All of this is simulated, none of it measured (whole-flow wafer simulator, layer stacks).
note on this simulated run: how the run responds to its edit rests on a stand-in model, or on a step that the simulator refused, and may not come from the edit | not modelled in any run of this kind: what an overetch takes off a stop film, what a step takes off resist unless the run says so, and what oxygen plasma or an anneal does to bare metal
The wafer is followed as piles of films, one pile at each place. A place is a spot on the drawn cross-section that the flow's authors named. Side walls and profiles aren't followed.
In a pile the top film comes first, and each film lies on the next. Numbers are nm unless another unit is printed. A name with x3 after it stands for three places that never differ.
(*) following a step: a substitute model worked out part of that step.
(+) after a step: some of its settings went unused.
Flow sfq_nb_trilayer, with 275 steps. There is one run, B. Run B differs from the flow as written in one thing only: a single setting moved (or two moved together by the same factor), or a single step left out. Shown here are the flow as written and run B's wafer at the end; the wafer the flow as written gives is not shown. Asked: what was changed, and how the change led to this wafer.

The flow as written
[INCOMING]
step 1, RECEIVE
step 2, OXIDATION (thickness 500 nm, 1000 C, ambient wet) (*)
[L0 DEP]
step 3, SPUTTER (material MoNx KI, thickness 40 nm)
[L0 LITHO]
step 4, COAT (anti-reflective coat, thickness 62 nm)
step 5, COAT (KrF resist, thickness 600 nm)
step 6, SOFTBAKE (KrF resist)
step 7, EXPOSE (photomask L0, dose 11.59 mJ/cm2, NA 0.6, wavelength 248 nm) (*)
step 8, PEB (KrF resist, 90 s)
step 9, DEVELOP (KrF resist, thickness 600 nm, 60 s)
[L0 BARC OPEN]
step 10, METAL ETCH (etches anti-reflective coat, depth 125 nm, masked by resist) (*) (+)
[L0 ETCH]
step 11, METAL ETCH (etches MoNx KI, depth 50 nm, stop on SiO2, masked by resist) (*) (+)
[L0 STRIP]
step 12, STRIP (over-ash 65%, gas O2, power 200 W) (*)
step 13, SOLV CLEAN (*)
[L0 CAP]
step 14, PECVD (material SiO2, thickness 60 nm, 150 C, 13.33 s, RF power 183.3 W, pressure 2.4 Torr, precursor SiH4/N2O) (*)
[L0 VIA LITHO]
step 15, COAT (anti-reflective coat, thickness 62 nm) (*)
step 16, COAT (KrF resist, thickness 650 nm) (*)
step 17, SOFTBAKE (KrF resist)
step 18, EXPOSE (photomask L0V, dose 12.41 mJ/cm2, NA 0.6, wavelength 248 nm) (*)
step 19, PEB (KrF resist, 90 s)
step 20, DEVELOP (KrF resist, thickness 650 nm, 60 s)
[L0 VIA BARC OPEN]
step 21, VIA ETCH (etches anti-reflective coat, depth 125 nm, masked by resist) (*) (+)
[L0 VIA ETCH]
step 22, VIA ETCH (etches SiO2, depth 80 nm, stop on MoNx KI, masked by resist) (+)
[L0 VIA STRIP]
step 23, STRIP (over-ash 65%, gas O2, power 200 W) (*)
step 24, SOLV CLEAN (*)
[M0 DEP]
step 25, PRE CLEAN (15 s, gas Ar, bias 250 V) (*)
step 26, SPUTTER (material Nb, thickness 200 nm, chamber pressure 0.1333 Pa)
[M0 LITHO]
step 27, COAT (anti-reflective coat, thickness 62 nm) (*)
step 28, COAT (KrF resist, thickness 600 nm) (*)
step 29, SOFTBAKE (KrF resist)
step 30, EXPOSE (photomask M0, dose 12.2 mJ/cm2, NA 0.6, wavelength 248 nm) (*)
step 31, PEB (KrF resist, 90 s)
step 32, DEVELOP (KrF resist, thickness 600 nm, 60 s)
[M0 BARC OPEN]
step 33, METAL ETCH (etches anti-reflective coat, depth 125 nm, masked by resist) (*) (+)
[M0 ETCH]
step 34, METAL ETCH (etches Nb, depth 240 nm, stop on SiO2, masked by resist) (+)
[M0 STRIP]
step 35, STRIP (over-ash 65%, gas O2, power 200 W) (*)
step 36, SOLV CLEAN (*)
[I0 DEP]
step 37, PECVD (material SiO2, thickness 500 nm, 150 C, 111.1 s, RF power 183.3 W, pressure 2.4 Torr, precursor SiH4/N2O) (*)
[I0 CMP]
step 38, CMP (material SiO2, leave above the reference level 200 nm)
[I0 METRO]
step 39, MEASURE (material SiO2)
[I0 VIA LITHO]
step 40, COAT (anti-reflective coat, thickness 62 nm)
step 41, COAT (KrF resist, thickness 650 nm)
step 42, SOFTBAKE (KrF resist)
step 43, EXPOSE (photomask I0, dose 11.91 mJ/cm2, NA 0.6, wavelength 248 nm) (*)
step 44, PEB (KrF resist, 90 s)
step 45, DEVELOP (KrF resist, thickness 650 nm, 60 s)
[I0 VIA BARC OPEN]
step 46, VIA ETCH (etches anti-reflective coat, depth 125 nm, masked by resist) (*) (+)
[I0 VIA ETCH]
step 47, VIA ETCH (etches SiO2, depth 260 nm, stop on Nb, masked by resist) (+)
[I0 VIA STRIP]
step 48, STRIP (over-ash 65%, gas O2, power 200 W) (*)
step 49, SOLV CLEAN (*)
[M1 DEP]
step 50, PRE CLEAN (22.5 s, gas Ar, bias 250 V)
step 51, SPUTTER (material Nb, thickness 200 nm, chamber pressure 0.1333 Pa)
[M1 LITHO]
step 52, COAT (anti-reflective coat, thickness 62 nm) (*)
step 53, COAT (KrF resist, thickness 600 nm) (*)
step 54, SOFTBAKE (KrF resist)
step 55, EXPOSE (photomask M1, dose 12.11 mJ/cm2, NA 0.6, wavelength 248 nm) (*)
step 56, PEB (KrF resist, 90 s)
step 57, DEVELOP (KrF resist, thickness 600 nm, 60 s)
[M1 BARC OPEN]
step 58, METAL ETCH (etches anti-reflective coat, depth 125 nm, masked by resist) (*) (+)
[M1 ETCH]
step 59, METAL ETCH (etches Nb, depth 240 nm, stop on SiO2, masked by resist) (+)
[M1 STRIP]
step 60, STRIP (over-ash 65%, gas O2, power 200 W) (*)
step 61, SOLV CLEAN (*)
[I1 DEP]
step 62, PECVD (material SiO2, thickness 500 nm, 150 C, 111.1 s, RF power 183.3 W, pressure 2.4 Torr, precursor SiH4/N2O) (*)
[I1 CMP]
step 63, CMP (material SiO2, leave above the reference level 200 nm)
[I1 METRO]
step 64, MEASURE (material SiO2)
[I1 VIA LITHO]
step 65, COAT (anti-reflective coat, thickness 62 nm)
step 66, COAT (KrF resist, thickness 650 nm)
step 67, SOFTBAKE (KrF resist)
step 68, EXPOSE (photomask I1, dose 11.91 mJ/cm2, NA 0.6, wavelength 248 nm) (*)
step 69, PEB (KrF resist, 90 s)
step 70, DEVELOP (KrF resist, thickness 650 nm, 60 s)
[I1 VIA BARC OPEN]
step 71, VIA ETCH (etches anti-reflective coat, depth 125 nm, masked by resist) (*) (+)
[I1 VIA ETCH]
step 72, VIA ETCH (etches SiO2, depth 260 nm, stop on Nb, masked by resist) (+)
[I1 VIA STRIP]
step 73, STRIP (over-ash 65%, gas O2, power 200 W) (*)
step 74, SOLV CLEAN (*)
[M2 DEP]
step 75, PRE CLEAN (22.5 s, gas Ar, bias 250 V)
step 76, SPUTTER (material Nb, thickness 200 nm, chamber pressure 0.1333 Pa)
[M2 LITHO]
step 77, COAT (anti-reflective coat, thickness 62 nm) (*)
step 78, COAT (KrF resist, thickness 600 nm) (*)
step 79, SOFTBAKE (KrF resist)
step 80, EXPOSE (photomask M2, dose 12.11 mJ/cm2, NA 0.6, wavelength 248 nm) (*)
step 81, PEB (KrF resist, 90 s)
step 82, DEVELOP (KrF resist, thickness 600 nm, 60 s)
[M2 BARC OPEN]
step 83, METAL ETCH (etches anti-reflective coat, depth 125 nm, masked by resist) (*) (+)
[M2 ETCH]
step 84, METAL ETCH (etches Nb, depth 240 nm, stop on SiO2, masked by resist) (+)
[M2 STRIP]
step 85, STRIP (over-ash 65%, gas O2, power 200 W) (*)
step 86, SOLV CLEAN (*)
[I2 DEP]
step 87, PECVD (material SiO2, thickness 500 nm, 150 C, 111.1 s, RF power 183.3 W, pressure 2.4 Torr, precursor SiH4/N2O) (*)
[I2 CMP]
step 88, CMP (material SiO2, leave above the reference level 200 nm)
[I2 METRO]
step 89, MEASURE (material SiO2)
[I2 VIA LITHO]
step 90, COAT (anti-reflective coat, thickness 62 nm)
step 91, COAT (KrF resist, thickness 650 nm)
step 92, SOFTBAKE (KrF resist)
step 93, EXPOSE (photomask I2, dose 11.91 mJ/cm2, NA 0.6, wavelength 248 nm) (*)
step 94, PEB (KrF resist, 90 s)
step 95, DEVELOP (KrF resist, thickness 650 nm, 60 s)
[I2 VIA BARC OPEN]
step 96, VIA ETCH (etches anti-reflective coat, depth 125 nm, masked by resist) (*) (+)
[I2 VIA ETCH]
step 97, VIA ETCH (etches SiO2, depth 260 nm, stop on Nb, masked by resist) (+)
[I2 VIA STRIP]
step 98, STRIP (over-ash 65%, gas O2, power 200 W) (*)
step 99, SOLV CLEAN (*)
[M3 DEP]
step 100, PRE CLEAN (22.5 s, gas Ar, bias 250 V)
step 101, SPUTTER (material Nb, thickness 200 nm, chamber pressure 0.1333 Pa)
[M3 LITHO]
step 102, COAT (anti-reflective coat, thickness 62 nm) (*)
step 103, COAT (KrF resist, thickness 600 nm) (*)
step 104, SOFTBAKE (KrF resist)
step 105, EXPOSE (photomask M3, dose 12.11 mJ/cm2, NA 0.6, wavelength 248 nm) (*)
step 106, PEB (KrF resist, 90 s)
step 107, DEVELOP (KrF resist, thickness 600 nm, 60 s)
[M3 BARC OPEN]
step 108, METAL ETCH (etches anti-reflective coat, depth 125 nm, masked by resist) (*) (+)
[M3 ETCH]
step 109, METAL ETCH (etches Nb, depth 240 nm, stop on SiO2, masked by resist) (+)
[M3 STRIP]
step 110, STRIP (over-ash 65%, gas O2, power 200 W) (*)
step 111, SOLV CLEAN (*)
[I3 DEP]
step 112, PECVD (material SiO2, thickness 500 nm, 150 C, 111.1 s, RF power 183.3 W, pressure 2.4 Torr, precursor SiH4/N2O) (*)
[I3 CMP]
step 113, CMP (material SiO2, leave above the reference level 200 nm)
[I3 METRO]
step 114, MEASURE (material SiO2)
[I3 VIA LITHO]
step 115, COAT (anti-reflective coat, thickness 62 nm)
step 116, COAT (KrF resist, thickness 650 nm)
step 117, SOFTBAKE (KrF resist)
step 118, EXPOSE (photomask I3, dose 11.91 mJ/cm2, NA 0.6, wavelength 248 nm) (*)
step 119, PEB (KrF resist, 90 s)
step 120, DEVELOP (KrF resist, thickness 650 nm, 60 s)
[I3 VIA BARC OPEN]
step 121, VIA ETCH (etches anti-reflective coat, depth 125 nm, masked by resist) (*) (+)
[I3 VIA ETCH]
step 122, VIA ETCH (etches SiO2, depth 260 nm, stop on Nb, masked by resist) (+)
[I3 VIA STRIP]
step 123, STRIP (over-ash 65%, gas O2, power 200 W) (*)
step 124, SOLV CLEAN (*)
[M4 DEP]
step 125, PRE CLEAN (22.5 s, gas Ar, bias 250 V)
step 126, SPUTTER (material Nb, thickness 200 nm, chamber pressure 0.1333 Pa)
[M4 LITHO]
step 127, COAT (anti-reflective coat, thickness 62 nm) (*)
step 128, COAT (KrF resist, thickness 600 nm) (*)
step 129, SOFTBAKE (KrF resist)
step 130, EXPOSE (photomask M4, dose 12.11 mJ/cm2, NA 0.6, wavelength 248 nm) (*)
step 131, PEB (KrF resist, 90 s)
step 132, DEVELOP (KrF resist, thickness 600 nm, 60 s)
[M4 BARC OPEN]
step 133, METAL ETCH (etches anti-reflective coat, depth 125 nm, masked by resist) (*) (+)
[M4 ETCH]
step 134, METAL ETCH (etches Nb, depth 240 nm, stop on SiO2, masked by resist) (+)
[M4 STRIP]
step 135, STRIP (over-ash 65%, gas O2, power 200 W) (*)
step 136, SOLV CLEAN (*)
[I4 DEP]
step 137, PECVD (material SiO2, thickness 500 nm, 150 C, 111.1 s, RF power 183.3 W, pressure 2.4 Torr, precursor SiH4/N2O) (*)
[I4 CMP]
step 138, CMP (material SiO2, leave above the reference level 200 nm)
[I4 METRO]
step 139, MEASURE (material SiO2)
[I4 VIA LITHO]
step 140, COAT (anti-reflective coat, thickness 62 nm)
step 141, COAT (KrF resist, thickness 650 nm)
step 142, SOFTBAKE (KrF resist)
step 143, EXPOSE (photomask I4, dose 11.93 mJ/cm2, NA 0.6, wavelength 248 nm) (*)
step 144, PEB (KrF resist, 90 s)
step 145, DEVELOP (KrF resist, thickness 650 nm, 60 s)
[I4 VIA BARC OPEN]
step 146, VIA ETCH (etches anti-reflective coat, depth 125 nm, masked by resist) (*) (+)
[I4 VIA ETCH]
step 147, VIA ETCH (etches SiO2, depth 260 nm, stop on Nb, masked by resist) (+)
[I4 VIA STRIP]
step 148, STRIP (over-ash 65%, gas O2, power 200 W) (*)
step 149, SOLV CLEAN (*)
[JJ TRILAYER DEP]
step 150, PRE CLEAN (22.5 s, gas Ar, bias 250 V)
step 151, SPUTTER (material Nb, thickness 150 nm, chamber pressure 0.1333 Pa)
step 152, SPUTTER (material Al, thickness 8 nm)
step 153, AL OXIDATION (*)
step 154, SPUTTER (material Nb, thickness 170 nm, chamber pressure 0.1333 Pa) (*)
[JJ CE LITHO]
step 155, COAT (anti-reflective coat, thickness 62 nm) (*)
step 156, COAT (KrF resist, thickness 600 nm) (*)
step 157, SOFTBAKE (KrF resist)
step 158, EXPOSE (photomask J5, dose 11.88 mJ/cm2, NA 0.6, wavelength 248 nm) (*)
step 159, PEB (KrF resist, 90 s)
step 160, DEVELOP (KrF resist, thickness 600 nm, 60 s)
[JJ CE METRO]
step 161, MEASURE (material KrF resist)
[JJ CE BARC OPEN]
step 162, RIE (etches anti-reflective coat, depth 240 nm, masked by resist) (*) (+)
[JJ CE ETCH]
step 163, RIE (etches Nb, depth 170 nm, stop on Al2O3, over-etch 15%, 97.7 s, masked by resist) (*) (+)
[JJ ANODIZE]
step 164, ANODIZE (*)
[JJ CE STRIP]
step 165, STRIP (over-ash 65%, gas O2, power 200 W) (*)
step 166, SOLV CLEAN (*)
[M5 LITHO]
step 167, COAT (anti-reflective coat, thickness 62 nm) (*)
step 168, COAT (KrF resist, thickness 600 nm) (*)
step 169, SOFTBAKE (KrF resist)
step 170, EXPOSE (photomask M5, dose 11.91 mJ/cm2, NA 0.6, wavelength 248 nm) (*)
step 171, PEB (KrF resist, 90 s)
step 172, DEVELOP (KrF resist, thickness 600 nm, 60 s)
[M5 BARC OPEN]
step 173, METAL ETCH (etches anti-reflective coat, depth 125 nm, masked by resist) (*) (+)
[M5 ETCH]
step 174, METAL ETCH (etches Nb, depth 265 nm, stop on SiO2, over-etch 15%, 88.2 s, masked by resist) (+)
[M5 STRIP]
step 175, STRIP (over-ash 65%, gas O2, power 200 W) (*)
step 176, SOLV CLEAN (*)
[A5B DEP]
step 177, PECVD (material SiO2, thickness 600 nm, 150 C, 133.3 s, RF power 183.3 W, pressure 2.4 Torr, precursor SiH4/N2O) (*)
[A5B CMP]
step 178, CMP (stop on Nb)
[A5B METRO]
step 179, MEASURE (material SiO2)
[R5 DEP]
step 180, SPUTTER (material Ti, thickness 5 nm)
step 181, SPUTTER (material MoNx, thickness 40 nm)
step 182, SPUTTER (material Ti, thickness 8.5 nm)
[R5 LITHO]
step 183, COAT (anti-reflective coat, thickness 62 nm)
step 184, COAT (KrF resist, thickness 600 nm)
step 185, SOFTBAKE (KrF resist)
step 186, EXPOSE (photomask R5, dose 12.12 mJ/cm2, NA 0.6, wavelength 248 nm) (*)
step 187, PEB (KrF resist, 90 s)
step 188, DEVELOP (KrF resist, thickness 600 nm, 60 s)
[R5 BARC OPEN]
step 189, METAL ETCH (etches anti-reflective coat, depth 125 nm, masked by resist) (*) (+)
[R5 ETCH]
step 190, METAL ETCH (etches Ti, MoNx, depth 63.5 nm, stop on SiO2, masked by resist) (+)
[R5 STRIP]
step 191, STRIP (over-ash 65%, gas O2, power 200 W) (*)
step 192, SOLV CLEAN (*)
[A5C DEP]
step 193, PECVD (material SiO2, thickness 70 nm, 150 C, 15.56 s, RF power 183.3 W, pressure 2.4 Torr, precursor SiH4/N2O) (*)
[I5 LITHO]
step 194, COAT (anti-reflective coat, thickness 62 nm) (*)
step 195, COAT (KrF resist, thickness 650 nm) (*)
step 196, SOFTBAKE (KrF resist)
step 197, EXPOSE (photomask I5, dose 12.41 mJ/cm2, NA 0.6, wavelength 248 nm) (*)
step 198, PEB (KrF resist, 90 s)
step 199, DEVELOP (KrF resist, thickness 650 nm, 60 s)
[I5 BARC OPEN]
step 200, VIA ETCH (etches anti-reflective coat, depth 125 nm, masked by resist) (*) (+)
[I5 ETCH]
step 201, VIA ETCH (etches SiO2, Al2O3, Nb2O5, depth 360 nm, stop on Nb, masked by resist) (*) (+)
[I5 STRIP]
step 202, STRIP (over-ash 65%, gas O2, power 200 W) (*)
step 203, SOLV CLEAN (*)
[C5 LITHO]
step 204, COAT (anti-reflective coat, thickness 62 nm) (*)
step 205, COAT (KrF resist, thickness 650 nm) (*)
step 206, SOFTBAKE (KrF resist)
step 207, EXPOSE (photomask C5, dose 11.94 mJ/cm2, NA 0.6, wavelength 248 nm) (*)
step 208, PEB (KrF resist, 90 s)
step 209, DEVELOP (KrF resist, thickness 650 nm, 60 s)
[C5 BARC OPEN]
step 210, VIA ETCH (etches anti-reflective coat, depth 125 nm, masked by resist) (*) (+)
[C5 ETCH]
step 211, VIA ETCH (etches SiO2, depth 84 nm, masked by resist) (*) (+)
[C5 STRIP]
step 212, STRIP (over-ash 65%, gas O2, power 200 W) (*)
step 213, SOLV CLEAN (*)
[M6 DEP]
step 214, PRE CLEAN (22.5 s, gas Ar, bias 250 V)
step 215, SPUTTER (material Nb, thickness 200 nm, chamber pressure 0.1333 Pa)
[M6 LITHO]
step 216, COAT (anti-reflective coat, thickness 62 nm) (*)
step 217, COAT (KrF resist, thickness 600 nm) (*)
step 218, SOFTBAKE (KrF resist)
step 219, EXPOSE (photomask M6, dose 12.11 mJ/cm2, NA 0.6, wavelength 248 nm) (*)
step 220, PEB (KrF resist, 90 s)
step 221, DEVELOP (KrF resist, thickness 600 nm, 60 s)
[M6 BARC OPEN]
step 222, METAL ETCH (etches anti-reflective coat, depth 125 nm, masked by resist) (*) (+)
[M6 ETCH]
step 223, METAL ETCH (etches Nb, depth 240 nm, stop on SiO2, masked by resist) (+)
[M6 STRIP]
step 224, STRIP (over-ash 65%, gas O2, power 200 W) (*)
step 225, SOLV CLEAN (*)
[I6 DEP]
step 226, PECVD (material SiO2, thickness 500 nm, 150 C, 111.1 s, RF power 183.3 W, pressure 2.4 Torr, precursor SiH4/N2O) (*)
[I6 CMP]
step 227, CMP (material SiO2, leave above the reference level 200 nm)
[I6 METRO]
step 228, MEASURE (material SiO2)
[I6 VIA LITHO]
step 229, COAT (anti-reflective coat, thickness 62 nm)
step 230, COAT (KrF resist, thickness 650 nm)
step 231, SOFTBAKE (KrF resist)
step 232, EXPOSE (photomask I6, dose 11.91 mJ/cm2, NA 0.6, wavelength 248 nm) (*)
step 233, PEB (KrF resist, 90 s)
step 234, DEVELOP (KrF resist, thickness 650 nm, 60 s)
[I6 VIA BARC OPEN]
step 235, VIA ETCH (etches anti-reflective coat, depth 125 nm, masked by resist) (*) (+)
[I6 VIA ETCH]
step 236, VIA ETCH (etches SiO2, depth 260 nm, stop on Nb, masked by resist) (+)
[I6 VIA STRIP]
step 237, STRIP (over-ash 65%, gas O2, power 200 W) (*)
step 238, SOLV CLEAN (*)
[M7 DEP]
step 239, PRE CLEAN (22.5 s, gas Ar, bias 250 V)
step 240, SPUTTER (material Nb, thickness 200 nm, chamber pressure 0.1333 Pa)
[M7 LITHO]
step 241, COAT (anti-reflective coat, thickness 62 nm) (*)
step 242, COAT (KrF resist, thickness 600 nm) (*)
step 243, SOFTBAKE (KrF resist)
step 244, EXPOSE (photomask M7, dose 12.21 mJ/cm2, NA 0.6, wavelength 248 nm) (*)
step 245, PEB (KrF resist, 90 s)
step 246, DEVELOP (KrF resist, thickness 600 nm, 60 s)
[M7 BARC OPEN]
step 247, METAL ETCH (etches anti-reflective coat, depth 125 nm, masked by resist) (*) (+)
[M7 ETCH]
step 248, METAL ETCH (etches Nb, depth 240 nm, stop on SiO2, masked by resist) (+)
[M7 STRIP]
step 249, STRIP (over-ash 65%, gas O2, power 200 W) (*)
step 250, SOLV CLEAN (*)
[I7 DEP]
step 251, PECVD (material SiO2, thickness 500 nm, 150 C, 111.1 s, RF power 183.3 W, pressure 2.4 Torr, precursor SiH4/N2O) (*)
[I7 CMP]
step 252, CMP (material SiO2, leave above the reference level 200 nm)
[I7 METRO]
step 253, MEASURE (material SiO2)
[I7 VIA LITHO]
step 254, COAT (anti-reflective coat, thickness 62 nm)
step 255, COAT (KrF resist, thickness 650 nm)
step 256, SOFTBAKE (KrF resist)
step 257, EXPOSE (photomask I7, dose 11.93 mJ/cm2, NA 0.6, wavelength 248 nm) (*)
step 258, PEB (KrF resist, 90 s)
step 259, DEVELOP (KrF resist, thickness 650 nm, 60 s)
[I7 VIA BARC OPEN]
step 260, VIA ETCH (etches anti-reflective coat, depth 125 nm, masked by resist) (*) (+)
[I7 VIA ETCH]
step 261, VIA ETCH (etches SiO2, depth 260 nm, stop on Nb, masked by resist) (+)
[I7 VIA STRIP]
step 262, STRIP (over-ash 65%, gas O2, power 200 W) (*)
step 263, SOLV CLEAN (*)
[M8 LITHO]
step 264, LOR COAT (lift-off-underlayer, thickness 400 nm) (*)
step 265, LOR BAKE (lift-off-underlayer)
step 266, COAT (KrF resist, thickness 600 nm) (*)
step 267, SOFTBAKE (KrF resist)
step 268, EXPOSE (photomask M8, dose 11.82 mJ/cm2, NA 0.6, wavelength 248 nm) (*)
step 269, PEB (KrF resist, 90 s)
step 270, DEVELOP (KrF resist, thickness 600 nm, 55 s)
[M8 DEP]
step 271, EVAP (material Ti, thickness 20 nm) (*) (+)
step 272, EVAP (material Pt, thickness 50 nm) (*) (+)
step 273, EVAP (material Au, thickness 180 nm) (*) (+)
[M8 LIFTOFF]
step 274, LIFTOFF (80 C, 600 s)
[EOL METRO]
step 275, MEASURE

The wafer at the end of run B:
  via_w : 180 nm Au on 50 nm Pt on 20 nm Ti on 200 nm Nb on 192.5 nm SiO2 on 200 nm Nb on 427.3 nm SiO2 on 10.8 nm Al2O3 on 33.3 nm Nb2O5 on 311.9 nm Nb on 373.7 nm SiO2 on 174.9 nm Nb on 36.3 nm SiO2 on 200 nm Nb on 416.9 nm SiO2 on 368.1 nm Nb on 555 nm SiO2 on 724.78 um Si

The reason: step 97, VIA ETCH: depth 156 nm was run, whereas the flow has depth 260 nm.

How this came from the change, step by step:
  step 97, VIA ETCH (etches SiO2, depth 260 nm, stop on Nb, masked by resist) (+)
      via_w: -156 SiO2 (in the flow as written it would be: -199.8 SiO2 (all of it))
      field_l, v_sur, via_wl and 102 more: -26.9 KrF resist (in the flow as written it would be: -44.8 KrF resist)
  step 98, STRIP (over-ash 65%, gas O2, power 200 W) (*)
      field_l, v_sur, via_wl and 102 more: -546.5 KrF resist (all of it), -62 anti-reflective coat (all of it) (in the flow as written it would be: -528.6 KrF resist (all of it), -62 anti-reflective coat (all of it))
  step 100, PRE CLEAN (22.5 s, gas Ar, bias 250 V)
      via_w: -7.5 SiO2 (in the flow as written it would be: -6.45 Nb)
  step 101, SPUTTER (material Nb, thickness 200 nm, chamber pressure 0.1333 Pa)
      via_w: +174.9 Nb (new film) (in the flow as written it would be: +165.5 Nb)
  step 102, COAT (anti-reflective coat, thickness 62 nm) (*)
      via_w: +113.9 anti-reflective coat (new film) (in the flow as written it would be: +124.8 anti-reflective coat (new film))
      via_wr: +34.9 anti-reflective coat (new film) (in the flow as written it would be: +34.2 anti-reflective coat (new film))
  step 103, COAT (KrF resist, thickness 600 nm) (*)
      via_w: +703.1 KrF resist (new film) (in the flow as written it would be: +737.9 KrF resist (new film))
  step 110, STRIP (over-ash 65%, gas O2, power 200 W) (*)
      via_w: -485.2 KrF resist (all of it), -113.9 anti-reflective coat (all of it) (in the flow as written it would be: -520 KrF resist (all of it), -124.8 anti-reflective coat (all of it))
      via_wr: -388.6 KrF resist (all of it), -34.9 anti-reflective coat (all of it) (in the flow as written it would be: -384.2 KrF resist (all of it), -34.2 anti-reflective coat (all of it))
  step 112, PECVD (material SiO2, thickness 500 nm, 150 C, 111.1 s, RF power 183.3 W, pressure 2.4 Torr, precursor SiH4/N2O) (*)
      via_w: +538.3 SiO2 (new film) (in the flow as written it would be: +615 SiO2 (new film))
  step 113, CMP (material SiO2, leave above the reference level 200 nm)
      via_w: -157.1 SiO2 (in the flow as written it would be: -181.6 SiO2)
Taking metal films that touch as one body, via_w has 6 bodies (between them, from the top down: SiO2 192.5; SiO2 427.3 / Al2O3 10.8 / Nb2O5 33.3; SiO2 373.7; SiO2 36.3; SiO2 416.9); the flow as written gives 5 bodies (between them, from the top down: SiO2 192.5; SiO2 427.3 / Al2O3 10.8 / Nb2O5 33.3; SiO2 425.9; SiO2 416.9).
